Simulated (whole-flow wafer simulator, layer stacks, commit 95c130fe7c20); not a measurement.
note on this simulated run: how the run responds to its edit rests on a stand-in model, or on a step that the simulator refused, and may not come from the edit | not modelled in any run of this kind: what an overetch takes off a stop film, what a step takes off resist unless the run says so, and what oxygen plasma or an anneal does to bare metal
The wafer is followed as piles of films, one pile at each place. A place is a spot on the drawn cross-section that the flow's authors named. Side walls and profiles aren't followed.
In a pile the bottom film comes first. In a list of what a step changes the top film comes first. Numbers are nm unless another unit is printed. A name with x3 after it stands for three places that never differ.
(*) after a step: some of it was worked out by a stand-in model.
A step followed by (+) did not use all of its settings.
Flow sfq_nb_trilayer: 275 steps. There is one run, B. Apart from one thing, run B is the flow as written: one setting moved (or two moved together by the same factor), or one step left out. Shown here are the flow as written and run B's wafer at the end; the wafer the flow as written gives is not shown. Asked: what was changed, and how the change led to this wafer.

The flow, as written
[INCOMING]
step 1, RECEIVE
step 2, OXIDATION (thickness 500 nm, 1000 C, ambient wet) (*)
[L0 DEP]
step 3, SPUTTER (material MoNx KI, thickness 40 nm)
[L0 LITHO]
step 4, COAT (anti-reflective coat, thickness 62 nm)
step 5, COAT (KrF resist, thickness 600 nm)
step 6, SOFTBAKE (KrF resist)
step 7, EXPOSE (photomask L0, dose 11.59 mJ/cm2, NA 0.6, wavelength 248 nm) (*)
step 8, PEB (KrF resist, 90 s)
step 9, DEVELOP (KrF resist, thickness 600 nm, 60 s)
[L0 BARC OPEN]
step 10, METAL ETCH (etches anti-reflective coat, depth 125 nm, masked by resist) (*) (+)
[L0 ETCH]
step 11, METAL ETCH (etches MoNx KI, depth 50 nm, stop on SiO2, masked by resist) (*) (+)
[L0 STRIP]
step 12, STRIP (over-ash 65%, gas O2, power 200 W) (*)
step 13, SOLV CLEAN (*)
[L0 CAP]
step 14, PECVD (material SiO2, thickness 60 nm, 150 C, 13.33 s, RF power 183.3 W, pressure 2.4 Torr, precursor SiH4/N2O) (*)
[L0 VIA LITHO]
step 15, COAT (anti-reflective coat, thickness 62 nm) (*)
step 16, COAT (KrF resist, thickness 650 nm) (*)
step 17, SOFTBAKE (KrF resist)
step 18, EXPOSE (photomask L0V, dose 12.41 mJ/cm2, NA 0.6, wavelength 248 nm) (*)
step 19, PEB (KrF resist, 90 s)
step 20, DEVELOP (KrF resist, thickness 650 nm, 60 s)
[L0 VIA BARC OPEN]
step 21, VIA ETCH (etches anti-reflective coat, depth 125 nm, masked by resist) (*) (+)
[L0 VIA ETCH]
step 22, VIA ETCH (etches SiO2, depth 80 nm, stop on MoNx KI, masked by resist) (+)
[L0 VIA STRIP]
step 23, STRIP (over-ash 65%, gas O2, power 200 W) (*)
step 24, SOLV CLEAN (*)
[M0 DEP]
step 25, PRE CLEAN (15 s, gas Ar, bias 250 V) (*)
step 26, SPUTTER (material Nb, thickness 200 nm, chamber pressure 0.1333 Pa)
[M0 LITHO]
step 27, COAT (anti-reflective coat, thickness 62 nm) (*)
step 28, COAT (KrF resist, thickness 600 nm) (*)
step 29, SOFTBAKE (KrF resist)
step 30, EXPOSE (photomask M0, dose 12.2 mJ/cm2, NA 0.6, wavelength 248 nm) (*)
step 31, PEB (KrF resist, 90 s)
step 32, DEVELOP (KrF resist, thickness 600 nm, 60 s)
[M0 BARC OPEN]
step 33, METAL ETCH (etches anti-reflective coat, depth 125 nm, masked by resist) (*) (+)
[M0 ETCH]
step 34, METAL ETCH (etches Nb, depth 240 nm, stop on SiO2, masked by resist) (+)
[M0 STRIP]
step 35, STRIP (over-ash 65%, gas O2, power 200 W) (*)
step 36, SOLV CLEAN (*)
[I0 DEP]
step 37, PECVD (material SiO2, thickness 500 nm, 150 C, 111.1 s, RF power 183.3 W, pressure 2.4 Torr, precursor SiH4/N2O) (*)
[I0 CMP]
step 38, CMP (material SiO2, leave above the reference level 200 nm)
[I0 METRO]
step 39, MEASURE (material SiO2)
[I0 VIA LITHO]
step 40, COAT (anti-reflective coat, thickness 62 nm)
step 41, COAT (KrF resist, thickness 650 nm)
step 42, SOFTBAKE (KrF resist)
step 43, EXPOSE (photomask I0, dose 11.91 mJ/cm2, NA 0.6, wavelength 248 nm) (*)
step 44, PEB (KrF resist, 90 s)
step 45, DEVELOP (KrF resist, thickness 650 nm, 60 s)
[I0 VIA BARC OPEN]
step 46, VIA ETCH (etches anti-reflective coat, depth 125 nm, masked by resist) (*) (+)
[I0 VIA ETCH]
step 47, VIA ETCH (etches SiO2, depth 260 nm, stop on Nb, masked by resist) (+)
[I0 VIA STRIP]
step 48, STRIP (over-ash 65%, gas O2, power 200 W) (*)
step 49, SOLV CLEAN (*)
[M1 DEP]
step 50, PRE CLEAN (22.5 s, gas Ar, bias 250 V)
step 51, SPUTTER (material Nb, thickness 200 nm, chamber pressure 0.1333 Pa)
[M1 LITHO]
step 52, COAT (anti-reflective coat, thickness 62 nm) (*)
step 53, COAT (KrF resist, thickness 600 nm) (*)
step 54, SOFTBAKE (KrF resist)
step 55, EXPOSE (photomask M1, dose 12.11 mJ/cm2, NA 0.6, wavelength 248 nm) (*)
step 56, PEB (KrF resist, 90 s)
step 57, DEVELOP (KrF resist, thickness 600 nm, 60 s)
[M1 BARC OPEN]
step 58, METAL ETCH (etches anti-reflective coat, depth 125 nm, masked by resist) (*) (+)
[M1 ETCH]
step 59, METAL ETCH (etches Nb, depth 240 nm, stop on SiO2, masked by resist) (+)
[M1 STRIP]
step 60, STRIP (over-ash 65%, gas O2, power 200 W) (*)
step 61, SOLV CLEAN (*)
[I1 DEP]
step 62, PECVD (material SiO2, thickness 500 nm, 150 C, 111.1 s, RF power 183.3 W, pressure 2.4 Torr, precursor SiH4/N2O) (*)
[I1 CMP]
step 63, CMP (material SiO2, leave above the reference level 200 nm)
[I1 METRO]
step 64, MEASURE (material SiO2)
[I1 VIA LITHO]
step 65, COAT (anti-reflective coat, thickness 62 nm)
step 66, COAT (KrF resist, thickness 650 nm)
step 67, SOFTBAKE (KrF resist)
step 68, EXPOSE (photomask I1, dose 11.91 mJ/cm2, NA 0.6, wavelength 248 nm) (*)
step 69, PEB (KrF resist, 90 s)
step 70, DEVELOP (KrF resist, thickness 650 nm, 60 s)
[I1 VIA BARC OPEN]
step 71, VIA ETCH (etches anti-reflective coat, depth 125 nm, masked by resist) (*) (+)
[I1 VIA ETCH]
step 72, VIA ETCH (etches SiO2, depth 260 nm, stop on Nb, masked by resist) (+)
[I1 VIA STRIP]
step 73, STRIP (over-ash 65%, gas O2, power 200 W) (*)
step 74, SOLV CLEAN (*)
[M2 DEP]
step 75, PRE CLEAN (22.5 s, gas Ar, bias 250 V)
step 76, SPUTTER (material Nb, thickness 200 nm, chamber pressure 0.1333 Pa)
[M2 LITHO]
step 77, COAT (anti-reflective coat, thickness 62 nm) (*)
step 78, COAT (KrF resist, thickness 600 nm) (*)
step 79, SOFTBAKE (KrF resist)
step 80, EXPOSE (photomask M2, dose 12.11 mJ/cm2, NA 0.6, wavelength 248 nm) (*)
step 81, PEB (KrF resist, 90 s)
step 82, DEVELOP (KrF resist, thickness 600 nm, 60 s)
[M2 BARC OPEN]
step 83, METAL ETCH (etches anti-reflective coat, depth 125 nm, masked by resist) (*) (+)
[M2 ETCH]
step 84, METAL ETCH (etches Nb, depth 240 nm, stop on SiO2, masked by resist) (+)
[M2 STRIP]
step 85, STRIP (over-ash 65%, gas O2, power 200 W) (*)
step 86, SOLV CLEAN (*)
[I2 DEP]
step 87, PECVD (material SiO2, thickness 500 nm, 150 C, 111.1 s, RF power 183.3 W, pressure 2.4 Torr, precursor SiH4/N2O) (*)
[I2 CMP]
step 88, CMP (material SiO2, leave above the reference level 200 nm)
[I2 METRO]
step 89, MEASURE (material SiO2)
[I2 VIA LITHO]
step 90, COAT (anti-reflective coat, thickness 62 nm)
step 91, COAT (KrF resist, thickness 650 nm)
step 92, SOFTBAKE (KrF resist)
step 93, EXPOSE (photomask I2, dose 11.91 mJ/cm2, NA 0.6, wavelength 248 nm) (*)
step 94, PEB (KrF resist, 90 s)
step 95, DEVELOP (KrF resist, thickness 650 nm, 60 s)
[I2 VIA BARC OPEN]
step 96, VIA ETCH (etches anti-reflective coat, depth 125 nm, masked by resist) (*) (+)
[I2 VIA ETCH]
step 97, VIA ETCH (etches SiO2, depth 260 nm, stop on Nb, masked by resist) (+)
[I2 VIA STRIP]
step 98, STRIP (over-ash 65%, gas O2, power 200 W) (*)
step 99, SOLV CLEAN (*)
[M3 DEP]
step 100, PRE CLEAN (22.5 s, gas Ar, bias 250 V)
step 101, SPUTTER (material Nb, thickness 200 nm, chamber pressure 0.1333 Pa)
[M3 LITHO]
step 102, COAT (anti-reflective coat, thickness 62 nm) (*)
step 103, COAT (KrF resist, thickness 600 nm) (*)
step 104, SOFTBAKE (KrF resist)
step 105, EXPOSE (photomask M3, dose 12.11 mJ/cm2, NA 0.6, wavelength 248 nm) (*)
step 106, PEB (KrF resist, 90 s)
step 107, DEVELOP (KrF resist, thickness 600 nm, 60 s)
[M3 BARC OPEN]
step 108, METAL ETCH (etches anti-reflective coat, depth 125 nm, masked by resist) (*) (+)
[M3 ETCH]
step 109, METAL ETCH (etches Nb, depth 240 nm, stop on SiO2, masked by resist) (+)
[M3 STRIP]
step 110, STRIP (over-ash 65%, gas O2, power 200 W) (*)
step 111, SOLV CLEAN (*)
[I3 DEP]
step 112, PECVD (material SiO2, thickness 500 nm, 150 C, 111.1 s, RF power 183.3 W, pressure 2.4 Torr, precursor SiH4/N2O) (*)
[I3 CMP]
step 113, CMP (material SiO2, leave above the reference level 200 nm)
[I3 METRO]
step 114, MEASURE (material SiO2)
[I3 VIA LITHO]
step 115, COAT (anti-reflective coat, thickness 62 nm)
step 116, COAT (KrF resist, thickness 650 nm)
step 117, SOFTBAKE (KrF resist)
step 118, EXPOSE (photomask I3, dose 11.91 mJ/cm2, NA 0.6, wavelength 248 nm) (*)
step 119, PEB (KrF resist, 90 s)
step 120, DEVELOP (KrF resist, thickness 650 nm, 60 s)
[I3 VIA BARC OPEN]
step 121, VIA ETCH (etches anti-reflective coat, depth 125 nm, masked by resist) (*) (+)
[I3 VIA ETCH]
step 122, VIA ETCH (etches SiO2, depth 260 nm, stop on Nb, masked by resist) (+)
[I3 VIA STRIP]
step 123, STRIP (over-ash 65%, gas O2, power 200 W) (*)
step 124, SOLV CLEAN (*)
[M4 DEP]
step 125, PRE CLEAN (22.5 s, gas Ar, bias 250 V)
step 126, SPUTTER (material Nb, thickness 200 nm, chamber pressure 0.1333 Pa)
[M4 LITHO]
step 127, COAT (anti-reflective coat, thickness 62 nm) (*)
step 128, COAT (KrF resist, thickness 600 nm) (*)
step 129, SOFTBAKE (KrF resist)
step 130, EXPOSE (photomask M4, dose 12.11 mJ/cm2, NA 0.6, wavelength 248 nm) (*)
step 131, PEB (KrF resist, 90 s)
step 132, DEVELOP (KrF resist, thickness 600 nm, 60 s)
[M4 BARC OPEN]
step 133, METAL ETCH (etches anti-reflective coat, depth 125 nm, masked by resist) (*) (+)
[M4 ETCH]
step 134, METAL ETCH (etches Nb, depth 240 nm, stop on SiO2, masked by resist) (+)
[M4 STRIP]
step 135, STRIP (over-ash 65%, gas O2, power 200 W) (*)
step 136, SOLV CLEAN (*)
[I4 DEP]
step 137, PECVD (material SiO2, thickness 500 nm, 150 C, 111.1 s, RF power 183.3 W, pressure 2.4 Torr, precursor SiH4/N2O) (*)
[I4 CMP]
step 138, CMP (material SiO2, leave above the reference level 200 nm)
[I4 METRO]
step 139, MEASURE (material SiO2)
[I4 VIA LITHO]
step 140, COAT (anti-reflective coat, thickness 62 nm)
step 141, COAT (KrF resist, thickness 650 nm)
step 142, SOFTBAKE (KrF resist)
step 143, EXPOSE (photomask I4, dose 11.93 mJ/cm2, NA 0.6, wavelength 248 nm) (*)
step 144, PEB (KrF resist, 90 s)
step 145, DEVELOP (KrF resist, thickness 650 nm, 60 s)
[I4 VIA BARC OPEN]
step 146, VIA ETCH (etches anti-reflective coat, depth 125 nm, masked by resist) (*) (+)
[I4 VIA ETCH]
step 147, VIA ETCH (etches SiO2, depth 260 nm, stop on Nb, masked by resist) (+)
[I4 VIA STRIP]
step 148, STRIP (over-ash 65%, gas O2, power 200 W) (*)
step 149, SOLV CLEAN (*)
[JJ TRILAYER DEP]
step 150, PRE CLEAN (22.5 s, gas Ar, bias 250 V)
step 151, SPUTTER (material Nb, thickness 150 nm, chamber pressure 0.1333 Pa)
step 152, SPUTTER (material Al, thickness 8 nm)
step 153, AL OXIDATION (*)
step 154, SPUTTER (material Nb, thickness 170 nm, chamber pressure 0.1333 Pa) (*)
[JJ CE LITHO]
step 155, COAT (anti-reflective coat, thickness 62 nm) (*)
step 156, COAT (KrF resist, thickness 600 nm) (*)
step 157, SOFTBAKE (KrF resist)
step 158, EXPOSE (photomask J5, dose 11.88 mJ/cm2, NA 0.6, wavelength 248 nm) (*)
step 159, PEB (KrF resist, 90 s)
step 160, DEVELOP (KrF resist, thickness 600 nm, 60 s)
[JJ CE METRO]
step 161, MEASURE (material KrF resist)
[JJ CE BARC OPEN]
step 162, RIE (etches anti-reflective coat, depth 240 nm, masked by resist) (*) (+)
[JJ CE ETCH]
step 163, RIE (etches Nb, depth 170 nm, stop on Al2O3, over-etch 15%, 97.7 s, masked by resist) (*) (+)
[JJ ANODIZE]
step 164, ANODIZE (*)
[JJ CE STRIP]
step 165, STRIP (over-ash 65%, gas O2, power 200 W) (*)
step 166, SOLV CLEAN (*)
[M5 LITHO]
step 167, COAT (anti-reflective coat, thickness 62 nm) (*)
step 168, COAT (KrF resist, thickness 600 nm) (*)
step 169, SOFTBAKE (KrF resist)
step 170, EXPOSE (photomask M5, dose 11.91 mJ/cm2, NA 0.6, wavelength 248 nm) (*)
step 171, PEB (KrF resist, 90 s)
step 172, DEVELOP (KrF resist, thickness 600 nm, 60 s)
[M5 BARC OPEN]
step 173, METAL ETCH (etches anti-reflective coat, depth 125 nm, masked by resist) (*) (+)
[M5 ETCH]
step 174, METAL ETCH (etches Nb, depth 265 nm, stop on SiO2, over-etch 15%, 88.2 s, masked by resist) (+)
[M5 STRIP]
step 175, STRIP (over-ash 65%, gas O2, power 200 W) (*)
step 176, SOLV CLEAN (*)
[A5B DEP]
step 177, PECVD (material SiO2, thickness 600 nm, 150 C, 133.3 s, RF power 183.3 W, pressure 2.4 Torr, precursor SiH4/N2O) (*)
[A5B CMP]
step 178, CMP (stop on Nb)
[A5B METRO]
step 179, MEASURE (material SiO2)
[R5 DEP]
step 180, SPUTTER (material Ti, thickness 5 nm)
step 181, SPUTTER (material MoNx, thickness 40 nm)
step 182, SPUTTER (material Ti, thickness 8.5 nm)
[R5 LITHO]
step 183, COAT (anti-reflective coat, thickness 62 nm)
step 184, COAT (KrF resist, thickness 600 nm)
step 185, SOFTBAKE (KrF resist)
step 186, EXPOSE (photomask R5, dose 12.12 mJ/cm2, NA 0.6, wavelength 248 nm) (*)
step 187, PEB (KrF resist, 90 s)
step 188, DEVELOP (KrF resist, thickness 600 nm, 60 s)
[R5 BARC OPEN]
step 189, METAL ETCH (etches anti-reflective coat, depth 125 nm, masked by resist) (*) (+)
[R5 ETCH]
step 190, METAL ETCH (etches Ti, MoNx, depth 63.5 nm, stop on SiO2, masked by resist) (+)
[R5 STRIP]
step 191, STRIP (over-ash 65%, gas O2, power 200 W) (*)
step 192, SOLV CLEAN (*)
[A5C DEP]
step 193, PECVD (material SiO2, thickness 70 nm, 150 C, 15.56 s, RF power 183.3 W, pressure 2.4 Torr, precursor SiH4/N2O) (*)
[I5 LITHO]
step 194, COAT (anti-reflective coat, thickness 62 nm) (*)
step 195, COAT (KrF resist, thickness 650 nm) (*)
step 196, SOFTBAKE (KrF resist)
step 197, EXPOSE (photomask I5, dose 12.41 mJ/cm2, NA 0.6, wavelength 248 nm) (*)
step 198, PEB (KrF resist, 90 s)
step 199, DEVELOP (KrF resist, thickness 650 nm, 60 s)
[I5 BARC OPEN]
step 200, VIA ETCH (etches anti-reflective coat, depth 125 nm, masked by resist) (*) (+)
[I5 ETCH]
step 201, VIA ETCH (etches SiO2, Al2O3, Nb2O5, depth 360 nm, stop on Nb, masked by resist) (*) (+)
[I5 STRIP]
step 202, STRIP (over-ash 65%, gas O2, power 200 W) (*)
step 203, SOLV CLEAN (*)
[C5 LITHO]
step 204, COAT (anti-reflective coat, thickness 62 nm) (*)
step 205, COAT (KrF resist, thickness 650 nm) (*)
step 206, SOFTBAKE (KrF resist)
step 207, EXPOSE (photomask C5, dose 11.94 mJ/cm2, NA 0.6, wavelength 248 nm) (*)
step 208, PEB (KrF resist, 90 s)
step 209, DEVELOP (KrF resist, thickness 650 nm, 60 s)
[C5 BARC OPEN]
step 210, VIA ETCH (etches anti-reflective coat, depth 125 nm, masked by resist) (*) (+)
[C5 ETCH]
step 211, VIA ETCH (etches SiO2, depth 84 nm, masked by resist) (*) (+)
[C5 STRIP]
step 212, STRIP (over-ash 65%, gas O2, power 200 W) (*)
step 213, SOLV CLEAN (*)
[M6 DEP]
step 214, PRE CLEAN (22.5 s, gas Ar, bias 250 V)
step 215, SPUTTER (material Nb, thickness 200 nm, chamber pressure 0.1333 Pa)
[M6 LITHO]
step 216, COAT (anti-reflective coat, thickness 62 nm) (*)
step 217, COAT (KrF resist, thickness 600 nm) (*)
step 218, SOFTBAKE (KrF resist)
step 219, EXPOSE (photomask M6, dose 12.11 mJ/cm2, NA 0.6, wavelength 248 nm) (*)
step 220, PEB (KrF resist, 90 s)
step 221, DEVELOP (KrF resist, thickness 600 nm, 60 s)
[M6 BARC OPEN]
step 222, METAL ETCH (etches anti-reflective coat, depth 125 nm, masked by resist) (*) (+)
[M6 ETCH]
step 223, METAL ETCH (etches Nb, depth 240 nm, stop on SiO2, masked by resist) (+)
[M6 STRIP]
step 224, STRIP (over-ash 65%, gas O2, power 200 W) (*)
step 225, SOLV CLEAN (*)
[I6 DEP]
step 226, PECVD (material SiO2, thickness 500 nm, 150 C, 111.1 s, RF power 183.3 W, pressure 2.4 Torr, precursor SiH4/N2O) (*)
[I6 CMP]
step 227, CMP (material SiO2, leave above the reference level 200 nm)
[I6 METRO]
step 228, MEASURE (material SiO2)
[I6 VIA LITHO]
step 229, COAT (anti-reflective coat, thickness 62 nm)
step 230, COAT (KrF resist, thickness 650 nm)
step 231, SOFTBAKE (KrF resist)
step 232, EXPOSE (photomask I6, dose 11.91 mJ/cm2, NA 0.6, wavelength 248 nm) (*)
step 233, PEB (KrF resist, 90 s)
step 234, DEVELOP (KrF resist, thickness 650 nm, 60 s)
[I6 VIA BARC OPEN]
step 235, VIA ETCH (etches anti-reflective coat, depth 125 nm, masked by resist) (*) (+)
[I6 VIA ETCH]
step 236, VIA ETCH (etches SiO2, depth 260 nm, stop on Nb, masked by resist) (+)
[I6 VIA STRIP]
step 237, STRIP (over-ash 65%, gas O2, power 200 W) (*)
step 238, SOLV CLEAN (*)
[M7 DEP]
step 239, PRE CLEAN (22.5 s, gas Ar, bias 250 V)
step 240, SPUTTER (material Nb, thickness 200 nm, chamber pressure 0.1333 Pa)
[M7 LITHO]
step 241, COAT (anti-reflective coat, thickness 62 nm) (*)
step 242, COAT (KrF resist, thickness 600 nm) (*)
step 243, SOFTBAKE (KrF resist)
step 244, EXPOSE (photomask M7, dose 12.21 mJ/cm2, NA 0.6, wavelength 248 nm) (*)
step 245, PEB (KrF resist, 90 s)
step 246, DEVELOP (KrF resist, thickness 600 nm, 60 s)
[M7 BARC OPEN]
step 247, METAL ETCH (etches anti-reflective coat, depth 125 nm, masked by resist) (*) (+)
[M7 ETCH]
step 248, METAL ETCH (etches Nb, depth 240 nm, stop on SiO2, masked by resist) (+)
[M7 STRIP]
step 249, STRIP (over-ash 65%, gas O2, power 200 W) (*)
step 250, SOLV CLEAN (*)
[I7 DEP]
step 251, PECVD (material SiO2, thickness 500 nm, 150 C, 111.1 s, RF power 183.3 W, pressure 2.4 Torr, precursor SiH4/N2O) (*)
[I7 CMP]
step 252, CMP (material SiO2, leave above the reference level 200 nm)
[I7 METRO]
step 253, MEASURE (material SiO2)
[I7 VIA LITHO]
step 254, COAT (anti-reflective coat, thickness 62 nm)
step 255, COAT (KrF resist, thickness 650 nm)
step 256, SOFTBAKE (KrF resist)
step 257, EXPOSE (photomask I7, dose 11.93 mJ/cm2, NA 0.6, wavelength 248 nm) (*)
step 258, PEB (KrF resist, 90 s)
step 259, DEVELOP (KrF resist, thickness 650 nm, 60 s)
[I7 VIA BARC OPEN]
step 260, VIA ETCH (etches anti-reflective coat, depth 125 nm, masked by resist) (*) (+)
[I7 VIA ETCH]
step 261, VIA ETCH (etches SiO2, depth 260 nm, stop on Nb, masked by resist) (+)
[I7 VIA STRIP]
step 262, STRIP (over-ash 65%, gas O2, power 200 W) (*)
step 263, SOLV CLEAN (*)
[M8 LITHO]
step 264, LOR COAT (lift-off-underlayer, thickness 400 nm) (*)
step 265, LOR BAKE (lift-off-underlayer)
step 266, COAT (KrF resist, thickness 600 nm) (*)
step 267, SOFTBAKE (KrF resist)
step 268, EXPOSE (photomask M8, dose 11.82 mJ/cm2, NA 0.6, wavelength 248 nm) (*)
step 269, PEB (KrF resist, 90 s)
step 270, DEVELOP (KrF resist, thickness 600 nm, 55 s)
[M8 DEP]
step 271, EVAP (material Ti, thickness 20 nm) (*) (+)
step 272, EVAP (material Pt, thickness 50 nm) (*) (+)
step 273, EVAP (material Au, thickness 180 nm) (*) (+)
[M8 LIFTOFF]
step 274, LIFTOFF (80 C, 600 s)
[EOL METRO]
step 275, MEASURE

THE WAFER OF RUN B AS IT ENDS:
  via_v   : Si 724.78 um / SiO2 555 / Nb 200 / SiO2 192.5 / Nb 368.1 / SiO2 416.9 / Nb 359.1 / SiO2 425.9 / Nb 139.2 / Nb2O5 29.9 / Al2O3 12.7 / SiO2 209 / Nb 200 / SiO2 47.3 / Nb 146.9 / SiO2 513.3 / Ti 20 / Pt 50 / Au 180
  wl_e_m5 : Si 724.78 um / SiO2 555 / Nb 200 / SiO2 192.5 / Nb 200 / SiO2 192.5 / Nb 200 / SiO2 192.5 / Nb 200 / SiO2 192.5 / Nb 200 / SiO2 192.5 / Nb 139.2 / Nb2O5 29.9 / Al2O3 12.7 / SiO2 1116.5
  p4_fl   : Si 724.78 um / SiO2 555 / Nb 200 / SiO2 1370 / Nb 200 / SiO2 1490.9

Cause: step 227, CMP: leave above the reference level 315 nm was run, while the flow as written has leave above the reference level 200 nm.

Step by step, how the change led to this:
  step 227, CMP (material SiO2, leave above the reference level 200 nm)
      field_l, p4_fl, p4_fm and 59 more: nothing (it would be, as written: SiO2 loses 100)
      moat, field_r, lsp_l, ln_m5, lsp_m: nothing (it would be, as written: SiO2 loses 93.6)
      (also at 39 further places)
  step 229, COAT (anti-reflective coat, thickness 62 nm)
      wl_a_sr, wl_c_sl, m0r_space_r, m7r_space_r: anti-reflective coat gains 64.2 (new film) (it would be, as written: anti-reflective coat gains 62 (new film))
      wl_f_sr, m0r_space_l, m7r_space_l: anti-reflective coat gains 64.1 (new film) (it would be, as written: anti-reflective coat gains 62 (new film))
      (also at 25 further places)
  step 236, VIA ETCH (etches SiO2, depth 260 nm, stop on Nb, masked by resist) (+)
      via_v: SiO2 loses 260 (it would be, as written: SiO2 loses 199.8 (all of it))
  step 237, STRIP (over-ash 65%, gas O2, power 200 W) (*)
      wl_c_sr, wl_f_sl: KrF resist loses 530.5 (all of it), anti-reflective coat loses 64 (all of it) (it would be, as written: KrF resist loses 528.6 (all of it), anti-reflective coat loses 62 (all of it))
      m0r_space_l, m7r_space_l: KrF resist loses 530.8 (all of it), anti-reflective coat loses 64.1 (all of it) (it would be, as written: KrF resist loses 528.6 (all of it), anti-reflective coat loses 62 (all of it))
      (also at 28 further places)
  step 239, PRE CLEAN (22.5 s, gas Ar, bias 250 V)
      via_v: SiO2 loses 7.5 (it would be, as written: Nb loses 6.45)
  step 240, SPUTTER (material Nb, thickness 200 nm, chamber pressure 0.1333 Pa)
      via_v: Nb gains 146.9 (new film) (it would be, as written: Nb gains 161.1)
  step 241, COAT (anti-reflective coat, thickness 62 nm) (*)
      wl_c_sl, wl_c_sr, wl_f_sl, wl_f_sr, m0r_space_r, m7r_space_r: anti-reflective coat gains 63.9 (new film) (it would be, as written: anti-reflective coat gains 62 (new film))
      r_sur, res: anti-reflective coat gains 60.4 (new film) (it would be, as written: anti-reflective coat gains 61.7 (new film))
      (also at 31 further places)
  step 242, COAT (KrF resist, thickness 600 nm) (*)
      via_v: KrF resist gains 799 (new film) (it would be, as written: KrF resist gains 742.5 (new film))
  step 247, METAL ETCH (etches anti-reflective coat, depth 125 nm, masked by resist) (*) (+)
      wl_c_sl, wl_c_sr, m0r_space_r, m7r_space_r: anti-reflective coat loses 63.9 (all of it) (it would be, as written: anti-reflective coat loses 62 (all of it))
      m0r_space_l, m7r_space_l: anti-reflective coat loses 64 (all of it) (it would be, as written: anti-reflective coat loses 62 (all of it))
      (also at 11 further places)
  step 249, STRIP (over-ash 65%, gas O2, power 200 W) (*)
      v_sur: KrF resist loses 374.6 (all of it), anti-reflective coat loses 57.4 (all of it) (it would be, as written: KrF resist loses 379.9 (all of it), anti-reflective coat loses 61.4 (all of it))
      via_wl: KrF resist loses 372.5 (all of it), anti-reflective coat loses 59.7 (all of it) (it would be, as written: KrF resist loses 379.3 (all of it), anti-reflective coat loses 61.3 (all of it))
      (also at 21 further places)
  step 251, PECVD (material SiO2, thickness 500 nm, 150 C, 111.1 s, RF power 183.3 W, pressure 2.4 Torr, precursor SiH4/N2O) (*)
      via_v: SiO2 gains 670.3 (new film) (it would be, as written: SiO2 gains 621 (new film))
  step 252, CMP (material SiO2, leave above the reference level 200 nm)
      field_l, p4_fl, p4_fm and 46 more: SiO2 loses 85 (it would be, as written: SiO2 loses 100)
      wl_a_sr, wl_b_sl, wl_b_m5 and 8 more: SiO2 loses 285 (it would be, as written: SiO2 loses 300)
      (also at 11 further places)
Taking metal films that touch as one body, via_v has 7 bodies (between them, from the top down: SiO2 513.3; SiO2 47.3; SiO2 209 / Al2O3 12.7 / Nb2O5 29.9; SiO2 425.9; SiO2 416.9; SiO2 192.5); the flow as written gives 6 bodies (between them, from the top down: SiO2 437.8; SiO2 209 / Al2O3 12.7 / Nb2O5 29.9; SiO2 425.9; SiO2 416.9; SiO2 192.5).
